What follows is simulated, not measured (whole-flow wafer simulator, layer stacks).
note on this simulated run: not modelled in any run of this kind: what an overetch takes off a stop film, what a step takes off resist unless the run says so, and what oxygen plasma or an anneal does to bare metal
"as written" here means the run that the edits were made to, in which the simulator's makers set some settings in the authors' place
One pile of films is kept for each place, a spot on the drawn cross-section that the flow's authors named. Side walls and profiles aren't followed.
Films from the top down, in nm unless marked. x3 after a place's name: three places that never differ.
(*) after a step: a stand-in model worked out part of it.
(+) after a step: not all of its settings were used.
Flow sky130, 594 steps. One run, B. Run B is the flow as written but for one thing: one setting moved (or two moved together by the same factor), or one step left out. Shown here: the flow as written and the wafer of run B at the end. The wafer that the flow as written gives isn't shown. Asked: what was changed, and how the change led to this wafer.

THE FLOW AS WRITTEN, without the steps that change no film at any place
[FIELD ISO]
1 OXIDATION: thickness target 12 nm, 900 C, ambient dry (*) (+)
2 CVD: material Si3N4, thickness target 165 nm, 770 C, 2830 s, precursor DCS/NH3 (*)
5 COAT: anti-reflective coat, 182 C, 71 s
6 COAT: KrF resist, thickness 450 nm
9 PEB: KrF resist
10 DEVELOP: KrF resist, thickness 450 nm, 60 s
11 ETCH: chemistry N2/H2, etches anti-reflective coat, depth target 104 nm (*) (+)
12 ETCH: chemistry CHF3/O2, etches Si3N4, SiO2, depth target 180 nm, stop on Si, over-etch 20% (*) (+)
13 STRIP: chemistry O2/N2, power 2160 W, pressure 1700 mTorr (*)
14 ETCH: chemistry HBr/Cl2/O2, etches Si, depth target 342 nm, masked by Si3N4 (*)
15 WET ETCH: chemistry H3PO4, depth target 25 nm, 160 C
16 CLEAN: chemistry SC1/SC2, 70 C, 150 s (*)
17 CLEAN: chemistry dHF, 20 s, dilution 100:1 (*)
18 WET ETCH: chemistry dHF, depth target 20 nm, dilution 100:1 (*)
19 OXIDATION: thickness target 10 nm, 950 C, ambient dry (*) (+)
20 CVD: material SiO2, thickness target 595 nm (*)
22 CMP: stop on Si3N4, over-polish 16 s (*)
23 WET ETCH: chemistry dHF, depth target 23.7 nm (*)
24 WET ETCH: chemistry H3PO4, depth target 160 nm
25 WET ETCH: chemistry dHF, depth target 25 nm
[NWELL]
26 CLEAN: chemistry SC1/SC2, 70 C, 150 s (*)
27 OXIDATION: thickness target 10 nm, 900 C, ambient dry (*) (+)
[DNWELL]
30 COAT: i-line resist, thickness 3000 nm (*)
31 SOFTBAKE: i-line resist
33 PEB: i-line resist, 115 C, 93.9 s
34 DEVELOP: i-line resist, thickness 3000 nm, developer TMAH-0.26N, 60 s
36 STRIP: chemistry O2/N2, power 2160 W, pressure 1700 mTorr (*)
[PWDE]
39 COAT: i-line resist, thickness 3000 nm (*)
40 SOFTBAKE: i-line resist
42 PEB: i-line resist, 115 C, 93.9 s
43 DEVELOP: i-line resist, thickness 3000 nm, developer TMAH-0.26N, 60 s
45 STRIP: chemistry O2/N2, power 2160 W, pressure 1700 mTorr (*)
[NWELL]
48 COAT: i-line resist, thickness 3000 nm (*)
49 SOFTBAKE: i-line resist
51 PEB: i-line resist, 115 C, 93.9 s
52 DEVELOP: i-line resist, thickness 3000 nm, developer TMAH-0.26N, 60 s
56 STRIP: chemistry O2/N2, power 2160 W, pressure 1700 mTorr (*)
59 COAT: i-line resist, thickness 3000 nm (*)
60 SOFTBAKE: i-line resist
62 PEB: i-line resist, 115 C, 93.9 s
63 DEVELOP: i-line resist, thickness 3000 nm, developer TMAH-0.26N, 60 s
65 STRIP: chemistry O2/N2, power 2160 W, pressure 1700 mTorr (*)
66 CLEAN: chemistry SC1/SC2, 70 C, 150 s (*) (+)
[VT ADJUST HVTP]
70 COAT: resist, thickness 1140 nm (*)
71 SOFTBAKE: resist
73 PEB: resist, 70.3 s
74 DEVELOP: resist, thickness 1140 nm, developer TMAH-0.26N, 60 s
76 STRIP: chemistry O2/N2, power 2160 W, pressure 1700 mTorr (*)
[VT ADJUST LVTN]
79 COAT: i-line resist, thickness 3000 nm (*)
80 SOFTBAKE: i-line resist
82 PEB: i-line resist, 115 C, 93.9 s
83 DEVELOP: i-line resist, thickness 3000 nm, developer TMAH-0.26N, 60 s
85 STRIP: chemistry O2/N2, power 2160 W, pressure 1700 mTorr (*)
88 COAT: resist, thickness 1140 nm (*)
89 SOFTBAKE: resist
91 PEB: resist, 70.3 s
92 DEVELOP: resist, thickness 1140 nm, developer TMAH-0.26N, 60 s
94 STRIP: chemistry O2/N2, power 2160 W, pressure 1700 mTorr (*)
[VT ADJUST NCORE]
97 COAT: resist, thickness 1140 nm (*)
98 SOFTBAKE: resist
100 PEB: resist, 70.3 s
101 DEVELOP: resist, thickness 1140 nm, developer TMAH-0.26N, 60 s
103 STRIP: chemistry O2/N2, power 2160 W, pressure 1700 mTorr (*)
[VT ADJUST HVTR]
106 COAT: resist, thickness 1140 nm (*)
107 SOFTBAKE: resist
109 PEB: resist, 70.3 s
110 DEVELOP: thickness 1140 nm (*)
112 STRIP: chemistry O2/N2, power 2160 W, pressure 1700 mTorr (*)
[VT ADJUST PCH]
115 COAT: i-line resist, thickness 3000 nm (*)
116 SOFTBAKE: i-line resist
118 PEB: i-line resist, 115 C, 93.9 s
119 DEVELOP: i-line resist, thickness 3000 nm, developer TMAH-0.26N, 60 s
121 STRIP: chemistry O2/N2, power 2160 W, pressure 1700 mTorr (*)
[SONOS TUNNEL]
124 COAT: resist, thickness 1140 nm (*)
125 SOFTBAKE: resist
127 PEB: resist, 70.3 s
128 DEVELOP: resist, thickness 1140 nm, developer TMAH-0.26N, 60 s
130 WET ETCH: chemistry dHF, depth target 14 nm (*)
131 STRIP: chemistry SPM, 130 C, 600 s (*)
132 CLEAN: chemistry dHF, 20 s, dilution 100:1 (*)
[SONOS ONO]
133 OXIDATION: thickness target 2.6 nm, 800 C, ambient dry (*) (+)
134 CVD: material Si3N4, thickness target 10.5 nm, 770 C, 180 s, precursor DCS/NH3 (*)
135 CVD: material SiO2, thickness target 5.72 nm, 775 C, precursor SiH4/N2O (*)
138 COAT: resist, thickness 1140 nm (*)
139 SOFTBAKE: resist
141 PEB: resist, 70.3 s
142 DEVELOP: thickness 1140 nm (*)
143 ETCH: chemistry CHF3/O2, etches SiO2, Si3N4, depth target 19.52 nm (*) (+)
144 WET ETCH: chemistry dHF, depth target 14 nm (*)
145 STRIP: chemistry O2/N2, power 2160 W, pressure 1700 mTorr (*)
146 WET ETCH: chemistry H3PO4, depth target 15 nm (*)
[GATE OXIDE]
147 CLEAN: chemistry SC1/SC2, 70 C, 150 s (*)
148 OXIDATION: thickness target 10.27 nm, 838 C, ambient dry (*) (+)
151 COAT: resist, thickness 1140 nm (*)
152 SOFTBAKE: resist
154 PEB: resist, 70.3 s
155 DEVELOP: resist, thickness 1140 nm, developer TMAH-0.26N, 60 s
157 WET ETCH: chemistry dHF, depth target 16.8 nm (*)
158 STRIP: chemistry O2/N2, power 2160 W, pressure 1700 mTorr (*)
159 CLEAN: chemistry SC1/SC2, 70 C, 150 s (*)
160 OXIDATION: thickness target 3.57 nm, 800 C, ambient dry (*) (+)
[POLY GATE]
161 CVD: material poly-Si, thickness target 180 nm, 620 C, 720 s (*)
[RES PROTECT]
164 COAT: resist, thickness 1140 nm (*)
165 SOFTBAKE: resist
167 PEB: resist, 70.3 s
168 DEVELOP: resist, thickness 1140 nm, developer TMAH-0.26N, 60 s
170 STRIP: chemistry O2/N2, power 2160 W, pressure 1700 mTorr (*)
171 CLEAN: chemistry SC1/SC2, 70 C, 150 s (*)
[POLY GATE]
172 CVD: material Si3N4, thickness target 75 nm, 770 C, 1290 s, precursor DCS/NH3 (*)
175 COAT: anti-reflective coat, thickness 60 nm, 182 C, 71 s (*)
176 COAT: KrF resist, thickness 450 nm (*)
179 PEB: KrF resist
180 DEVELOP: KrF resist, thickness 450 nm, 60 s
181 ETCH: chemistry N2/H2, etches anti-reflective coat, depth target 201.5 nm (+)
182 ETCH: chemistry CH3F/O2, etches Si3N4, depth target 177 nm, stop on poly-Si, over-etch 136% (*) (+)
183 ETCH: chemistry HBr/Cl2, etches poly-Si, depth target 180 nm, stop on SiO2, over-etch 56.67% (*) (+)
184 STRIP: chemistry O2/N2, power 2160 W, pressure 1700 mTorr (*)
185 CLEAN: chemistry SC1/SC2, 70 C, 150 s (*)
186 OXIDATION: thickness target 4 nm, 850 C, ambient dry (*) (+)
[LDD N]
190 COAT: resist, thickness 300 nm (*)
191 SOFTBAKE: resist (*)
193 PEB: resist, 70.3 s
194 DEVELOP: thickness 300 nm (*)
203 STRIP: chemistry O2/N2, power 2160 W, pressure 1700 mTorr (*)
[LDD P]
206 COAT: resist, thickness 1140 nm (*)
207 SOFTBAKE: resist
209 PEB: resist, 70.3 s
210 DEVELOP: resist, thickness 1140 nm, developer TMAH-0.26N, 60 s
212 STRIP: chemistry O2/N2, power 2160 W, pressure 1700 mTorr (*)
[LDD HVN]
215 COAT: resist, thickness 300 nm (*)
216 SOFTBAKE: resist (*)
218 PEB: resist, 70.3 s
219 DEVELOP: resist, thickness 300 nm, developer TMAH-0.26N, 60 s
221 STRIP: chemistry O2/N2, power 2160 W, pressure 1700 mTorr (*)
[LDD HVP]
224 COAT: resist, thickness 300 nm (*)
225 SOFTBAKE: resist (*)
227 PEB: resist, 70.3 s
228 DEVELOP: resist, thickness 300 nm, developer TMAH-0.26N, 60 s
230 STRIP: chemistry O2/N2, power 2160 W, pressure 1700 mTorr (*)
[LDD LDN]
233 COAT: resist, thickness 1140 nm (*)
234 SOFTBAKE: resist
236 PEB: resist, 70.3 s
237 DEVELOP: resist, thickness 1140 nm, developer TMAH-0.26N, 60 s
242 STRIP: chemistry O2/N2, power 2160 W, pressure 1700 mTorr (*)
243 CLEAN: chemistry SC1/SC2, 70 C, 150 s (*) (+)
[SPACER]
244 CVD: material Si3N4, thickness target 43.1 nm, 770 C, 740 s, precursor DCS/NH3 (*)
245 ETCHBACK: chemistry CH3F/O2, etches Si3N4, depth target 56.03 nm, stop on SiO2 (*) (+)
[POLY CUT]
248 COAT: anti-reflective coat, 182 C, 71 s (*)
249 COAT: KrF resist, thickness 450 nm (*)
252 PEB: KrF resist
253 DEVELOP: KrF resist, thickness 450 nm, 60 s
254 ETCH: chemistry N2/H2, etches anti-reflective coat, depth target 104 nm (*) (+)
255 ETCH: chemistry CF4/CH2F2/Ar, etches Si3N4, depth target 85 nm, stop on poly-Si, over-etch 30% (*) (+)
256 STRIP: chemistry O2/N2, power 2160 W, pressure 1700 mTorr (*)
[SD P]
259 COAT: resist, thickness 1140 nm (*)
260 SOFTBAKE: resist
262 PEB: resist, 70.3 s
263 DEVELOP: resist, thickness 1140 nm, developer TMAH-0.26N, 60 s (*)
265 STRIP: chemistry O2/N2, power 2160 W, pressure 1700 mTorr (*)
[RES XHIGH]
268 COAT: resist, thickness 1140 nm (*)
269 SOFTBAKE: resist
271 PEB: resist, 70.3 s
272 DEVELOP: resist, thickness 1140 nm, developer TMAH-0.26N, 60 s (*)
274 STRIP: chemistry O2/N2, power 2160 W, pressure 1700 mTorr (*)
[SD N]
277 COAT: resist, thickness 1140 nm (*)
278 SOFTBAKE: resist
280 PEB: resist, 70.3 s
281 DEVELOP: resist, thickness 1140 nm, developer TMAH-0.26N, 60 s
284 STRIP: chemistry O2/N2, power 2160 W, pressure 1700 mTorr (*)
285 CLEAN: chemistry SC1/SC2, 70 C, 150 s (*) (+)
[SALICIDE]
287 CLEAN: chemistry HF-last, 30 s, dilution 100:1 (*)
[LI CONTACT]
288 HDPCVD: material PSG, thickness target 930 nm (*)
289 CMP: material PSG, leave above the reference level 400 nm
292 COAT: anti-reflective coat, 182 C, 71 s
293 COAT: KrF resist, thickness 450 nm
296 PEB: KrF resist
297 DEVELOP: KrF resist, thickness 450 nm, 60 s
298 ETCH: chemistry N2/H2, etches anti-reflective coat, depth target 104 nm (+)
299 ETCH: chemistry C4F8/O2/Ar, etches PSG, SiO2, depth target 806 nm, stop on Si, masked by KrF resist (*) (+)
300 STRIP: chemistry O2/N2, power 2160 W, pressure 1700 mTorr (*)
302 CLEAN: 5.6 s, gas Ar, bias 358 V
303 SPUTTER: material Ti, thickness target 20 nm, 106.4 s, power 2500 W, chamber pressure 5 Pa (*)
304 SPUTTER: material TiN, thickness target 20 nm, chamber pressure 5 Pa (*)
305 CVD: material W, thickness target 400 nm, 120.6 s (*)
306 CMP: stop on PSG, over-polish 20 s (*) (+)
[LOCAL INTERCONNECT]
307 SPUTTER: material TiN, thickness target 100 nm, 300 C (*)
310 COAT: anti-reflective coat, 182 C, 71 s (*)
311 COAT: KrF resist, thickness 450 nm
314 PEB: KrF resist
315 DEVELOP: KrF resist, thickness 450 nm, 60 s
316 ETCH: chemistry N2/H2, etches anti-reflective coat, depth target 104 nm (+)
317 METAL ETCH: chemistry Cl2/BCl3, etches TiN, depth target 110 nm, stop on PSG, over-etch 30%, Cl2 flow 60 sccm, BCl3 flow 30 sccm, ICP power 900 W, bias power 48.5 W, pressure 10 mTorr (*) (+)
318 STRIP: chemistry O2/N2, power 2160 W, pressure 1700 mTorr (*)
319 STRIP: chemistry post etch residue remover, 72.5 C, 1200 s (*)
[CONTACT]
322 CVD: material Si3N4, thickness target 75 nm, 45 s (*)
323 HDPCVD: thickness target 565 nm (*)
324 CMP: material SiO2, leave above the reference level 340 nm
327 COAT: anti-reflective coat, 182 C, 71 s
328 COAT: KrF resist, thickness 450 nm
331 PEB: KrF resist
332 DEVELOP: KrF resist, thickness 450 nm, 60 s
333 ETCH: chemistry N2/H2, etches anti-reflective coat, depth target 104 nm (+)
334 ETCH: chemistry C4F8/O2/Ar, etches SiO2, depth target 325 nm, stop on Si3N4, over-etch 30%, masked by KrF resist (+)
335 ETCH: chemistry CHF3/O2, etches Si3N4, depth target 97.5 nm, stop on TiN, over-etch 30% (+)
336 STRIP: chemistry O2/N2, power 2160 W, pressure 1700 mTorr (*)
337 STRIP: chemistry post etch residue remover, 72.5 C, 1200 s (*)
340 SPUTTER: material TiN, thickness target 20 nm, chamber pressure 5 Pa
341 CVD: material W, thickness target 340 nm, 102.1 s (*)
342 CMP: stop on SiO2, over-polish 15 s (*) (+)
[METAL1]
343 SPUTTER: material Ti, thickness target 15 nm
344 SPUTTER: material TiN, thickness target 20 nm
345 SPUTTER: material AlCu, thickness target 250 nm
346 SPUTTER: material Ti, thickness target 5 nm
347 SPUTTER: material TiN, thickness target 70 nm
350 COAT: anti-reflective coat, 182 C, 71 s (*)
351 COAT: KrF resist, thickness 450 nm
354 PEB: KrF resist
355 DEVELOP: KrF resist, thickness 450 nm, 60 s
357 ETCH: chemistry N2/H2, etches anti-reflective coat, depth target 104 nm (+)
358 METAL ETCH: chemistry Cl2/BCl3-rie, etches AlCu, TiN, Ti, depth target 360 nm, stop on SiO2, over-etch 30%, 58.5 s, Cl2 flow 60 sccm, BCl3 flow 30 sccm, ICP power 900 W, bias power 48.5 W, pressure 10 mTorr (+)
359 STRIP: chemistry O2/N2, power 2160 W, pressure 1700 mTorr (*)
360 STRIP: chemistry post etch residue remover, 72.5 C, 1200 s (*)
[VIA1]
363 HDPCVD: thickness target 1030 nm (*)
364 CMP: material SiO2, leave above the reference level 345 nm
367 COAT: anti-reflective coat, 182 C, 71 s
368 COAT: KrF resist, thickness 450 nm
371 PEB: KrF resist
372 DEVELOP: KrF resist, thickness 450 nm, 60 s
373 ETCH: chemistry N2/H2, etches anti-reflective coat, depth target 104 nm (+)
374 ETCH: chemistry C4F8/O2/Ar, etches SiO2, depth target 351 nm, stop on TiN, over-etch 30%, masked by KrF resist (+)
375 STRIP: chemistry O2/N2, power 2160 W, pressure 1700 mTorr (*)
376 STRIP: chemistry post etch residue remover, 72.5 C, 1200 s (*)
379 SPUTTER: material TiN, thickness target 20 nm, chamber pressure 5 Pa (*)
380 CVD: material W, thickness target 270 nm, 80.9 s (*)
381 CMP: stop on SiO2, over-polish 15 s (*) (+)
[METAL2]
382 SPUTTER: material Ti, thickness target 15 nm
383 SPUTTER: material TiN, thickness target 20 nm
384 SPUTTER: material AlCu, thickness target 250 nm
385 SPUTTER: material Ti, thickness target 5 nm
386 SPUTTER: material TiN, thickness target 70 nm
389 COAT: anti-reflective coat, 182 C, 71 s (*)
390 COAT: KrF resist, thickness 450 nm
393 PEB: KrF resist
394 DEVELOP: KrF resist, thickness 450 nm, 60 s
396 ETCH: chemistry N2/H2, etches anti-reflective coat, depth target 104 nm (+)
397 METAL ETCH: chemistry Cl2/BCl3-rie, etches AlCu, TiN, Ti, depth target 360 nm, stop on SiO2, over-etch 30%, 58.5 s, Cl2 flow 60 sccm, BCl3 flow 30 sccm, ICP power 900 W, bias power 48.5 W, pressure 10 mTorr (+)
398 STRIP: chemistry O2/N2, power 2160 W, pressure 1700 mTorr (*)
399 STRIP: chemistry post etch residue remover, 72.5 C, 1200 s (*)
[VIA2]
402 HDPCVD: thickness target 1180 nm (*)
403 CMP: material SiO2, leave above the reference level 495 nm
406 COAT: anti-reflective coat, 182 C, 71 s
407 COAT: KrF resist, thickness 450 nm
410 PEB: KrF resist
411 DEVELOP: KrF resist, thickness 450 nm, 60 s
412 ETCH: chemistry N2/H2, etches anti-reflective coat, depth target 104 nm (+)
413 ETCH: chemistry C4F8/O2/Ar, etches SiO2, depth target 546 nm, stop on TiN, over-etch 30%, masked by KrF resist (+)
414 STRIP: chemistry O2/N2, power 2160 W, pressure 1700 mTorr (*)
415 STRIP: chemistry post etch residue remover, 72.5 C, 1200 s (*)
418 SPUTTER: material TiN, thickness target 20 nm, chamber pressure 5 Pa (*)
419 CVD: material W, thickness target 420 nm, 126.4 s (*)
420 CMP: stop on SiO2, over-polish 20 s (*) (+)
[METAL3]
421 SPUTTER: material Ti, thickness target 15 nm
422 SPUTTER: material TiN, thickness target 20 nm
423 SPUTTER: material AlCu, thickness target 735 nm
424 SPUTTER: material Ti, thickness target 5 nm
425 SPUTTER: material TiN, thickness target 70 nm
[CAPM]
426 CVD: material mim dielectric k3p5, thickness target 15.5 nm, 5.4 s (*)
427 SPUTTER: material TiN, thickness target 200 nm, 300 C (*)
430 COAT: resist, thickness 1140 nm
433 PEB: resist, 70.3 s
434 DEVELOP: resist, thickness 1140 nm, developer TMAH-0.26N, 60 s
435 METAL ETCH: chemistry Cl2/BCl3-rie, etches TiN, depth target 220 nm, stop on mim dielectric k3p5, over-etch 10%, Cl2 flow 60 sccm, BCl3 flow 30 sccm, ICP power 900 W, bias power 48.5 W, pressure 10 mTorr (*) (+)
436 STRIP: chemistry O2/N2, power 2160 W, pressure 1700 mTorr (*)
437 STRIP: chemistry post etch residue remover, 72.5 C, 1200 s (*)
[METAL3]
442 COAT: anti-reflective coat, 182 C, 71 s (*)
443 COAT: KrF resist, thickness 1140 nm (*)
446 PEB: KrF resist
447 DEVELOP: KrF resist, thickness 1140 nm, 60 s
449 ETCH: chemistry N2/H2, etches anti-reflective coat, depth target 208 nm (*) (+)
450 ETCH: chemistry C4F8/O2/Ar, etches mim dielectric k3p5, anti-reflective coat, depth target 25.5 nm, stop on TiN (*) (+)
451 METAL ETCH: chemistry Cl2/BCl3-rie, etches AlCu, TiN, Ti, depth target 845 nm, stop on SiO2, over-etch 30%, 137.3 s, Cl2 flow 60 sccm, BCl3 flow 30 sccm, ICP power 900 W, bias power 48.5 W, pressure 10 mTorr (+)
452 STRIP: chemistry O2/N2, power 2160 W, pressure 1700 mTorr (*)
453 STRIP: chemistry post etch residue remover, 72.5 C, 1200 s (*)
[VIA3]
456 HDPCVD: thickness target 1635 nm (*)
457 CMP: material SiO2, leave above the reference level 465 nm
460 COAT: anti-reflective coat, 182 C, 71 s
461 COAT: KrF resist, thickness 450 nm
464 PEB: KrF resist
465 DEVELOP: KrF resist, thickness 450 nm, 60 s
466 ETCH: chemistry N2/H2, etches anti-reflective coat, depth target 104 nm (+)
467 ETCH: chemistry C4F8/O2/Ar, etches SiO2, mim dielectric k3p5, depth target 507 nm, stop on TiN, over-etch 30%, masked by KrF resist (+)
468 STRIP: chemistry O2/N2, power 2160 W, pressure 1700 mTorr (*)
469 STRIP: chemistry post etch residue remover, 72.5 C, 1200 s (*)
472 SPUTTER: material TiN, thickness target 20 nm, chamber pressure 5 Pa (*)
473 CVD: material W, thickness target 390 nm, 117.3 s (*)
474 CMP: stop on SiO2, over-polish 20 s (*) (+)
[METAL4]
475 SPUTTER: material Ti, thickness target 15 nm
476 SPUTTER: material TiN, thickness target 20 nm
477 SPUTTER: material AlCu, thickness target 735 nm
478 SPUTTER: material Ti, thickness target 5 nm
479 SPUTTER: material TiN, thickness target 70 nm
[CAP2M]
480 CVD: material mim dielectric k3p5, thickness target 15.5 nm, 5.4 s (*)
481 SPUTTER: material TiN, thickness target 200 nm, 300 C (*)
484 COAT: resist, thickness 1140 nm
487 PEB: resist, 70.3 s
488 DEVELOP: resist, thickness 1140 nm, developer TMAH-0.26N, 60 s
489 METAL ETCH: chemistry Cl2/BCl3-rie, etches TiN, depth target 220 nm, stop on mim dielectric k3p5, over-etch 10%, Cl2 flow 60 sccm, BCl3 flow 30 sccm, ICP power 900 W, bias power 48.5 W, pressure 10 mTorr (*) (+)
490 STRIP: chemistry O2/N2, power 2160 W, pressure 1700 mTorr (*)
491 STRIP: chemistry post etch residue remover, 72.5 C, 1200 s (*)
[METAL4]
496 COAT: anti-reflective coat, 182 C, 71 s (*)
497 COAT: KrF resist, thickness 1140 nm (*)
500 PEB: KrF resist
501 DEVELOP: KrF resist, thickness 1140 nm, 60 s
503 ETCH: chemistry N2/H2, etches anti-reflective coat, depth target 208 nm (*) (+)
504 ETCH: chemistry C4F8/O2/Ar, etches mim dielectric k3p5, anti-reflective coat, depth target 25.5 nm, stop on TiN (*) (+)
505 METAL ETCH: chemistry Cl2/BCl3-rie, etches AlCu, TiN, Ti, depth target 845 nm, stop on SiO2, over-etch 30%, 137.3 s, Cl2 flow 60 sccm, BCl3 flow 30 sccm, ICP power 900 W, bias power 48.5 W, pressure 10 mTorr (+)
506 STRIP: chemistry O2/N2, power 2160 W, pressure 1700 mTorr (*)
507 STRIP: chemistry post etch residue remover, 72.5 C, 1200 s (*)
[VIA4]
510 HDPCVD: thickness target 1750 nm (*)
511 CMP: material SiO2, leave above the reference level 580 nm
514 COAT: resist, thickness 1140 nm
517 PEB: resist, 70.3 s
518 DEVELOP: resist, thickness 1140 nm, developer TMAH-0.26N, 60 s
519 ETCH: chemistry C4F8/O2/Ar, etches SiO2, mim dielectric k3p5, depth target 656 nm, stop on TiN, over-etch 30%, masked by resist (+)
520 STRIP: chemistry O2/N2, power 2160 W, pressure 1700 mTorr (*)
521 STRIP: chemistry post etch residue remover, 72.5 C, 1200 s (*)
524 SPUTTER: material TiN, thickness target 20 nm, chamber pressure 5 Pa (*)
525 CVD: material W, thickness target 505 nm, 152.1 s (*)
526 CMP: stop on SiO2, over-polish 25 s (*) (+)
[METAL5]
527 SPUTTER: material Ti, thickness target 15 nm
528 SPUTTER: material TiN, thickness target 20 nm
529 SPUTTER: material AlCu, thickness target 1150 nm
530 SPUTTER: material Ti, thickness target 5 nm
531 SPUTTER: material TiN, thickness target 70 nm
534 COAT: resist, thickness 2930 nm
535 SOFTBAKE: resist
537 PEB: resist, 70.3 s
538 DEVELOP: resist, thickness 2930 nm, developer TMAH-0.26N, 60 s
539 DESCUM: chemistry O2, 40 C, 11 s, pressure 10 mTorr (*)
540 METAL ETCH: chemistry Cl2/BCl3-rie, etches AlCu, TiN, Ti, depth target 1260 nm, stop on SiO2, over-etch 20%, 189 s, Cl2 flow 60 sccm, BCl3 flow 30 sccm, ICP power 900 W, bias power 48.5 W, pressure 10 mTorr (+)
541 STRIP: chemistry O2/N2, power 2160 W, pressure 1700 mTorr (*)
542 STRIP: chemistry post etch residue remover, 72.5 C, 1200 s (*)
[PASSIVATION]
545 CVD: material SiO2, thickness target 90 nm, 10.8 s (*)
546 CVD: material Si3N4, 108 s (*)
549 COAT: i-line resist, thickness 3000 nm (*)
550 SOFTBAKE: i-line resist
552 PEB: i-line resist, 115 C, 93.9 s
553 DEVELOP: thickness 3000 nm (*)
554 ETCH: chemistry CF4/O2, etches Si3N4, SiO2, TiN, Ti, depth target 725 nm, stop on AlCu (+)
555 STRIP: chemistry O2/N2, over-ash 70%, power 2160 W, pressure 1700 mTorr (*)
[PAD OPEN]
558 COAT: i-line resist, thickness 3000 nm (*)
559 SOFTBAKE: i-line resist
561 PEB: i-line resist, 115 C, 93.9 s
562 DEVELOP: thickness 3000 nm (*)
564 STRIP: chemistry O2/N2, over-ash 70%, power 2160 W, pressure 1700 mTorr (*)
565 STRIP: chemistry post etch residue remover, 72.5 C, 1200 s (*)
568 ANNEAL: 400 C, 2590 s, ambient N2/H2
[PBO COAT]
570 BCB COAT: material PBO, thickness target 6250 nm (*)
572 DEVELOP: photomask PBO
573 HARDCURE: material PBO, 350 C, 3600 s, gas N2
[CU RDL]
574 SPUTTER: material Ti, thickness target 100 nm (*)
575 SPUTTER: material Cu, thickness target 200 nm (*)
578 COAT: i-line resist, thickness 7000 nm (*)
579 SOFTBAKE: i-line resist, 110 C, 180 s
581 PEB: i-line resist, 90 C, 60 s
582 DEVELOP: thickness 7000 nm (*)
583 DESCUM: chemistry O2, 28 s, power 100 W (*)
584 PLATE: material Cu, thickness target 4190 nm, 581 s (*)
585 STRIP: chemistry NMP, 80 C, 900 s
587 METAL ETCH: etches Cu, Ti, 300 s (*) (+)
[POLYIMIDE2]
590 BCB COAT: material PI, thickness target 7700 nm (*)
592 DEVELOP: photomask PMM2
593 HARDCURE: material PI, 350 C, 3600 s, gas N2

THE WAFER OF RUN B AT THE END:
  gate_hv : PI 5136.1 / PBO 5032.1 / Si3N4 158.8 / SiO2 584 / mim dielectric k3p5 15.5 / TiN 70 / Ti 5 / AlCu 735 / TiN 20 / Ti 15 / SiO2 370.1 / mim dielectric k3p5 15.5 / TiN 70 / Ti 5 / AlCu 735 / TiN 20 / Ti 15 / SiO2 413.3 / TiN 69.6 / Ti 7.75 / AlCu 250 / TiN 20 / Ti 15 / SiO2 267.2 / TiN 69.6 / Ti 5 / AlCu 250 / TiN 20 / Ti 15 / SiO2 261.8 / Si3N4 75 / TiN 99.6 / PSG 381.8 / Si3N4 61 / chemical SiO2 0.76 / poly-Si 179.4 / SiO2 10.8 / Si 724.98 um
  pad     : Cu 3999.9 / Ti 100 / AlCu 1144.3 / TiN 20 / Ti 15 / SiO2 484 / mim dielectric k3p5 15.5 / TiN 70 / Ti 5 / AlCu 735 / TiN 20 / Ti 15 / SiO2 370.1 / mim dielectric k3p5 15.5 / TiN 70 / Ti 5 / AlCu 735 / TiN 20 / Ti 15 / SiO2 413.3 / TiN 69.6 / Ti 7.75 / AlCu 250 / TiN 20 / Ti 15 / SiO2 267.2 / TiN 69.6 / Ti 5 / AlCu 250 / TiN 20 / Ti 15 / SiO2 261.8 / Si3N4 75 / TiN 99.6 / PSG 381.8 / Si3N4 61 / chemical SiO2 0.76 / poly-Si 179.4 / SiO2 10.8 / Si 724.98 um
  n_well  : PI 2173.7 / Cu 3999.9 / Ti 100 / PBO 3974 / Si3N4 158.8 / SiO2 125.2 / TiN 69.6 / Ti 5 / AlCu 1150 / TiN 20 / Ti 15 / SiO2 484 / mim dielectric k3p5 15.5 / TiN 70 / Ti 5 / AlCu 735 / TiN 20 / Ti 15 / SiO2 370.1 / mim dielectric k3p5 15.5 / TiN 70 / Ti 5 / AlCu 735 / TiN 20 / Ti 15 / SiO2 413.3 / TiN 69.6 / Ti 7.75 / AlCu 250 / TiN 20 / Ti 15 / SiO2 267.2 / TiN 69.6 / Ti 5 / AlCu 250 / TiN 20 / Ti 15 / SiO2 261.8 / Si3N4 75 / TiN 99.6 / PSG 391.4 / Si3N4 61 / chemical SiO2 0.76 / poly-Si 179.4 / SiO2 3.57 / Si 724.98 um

The cause: step 385, SPUTTER: thickness target 7.75 nm was run, where the flow has thickness target 5 nm.
It can be read off the wafer: gate_hv has Ti 7.75, and step 385 as written asks for 5 nm.

How the change led to this, step by step:
  385 SPUTTER: material Ti, thickness target 5 nm
      field, active, n_well and 188 more: Ti +7.75 (new film) (as written it would be: Ti +5 (new film))
  397 METAL ETCH: chemistry Cl2/BCl3-rie, etches AlCu, TiN, Ti, depth target 360 nm, stop on SiO2, over-etch 30%, 58.5 s, Cl2 flow 60 sccm, BCl3 flow 30 sccm, ICP power 900 W, bias power 48.5 W, pressure 10 mTorr (+)
      field, active, gate and 82 more: TiN -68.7 (all of it), Ti -7.75 (all of it), AlCu -250 (all of it), TiN -20 (all of it), Ti -15 (all of it), SiO2 -10.7 (as written it would be: TiN -68.7 (all of it), Ti -5 (all of it), AlCu -250 (all of it), TiN -20 (all of it), Ti -15 (all of it), SiO2 -10.9)
